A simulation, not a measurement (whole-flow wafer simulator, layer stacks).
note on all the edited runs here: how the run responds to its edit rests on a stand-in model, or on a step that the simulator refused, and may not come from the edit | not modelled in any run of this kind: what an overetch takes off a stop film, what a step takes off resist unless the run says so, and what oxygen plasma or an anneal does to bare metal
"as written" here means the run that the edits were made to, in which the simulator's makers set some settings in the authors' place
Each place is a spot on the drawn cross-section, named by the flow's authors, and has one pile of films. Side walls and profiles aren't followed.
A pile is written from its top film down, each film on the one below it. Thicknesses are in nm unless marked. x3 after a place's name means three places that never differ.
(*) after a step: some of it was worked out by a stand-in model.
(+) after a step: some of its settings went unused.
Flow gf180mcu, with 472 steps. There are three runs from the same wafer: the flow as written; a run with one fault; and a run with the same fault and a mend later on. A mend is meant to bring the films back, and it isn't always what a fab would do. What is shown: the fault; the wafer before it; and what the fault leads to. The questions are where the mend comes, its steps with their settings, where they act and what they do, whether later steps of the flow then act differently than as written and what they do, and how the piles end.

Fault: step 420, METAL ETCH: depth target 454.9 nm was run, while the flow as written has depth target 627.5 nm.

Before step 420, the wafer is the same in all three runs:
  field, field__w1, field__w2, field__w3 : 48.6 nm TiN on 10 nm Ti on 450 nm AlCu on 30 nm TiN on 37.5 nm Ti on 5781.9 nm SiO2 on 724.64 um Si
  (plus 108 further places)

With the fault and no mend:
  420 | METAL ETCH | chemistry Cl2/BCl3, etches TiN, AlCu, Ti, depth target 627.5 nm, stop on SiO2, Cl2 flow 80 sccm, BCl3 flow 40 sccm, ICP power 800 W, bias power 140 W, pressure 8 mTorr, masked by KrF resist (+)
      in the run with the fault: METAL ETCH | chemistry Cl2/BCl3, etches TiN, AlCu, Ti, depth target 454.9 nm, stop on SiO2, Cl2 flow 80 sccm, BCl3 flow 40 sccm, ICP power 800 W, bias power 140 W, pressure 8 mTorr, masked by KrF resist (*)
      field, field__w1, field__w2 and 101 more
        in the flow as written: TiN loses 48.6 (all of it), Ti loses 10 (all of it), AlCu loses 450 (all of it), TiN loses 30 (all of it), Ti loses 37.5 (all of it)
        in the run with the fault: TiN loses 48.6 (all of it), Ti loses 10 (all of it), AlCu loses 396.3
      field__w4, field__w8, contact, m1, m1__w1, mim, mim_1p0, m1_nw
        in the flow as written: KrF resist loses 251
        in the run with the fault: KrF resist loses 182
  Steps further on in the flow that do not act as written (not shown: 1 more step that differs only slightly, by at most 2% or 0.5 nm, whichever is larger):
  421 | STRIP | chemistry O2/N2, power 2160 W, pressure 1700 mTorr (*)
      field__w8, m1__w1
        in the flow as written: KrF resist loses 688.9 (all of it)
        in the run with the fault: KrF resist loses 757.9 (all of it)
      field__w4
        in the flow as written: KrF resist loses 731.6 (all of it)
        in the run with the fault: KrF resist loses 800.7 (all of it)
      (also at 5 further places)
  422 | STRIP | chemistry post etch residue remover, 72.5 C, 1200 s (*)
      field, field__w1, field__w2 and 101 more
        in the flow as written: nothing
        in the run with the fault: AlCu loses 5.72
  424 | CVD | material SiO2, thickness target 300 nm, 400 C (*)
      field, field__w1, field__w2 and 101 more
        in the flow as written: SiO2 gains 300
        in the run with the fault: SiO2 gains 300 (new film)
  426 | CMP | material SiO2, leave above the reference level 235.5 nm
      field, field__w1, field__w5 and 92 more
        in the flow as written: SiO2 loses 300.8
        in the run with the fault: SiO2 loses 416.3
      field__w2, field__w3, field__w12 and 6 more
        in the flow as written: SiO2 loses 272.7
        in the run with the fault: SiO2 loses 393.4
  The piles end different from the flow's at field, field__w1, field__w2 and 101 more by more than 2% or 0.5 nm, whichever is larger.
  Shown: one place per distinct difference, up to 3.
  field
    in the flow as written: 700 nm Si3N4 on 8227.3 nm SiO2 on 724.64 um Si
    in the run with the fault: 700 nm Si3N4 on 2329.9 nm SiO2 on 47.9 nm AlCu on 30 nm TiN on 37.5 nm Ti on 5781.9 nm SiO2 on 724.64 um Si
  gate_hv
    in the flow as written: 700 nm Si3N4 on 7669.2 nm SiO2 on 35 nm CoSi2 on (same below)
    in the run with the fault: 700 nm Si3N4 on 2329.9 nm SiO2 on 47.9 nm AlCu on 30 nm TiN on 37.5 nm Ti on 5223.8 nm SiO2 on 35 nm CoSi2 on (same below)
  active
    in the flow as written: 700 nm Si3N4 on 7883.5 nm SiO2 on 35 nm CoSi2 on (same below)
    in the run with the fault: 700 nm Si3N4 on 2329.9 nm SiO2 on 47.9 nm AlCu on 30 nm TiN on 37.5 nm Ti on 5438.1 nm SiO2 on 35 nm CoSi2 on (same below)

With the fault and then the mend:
  The mend stands after step 420.
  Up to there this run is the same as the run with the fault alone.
  420a | METAL ETCH | chemistry Cl2/BCl3, etches TiN, AlCu, Ti, depth target 172.6 nm, stop on SiO2, Cl2 flow 80 sccm, BCl3 flow 40 sccm, ICP power 800 W, bias power 140 W, pressure 8 mTorr, masked by KrF resist (+) (a further turn of the flow's step 420, with different settings)
      field, field__w1, field__w2 and 101 more
        AlCu loses 53.7 (all of it), TiN loses 30 (all of it), Ti loses 37.5 (all of it)
      field__w4, field__w8, contact, m1, m1__w1, mim, mim_1p0, m1_nw
        KrF resist loses 69
  None of the later steps of the flow acts differently than as written at any place that is followed.
  The piles end the same as the flow's at every place that both follow.
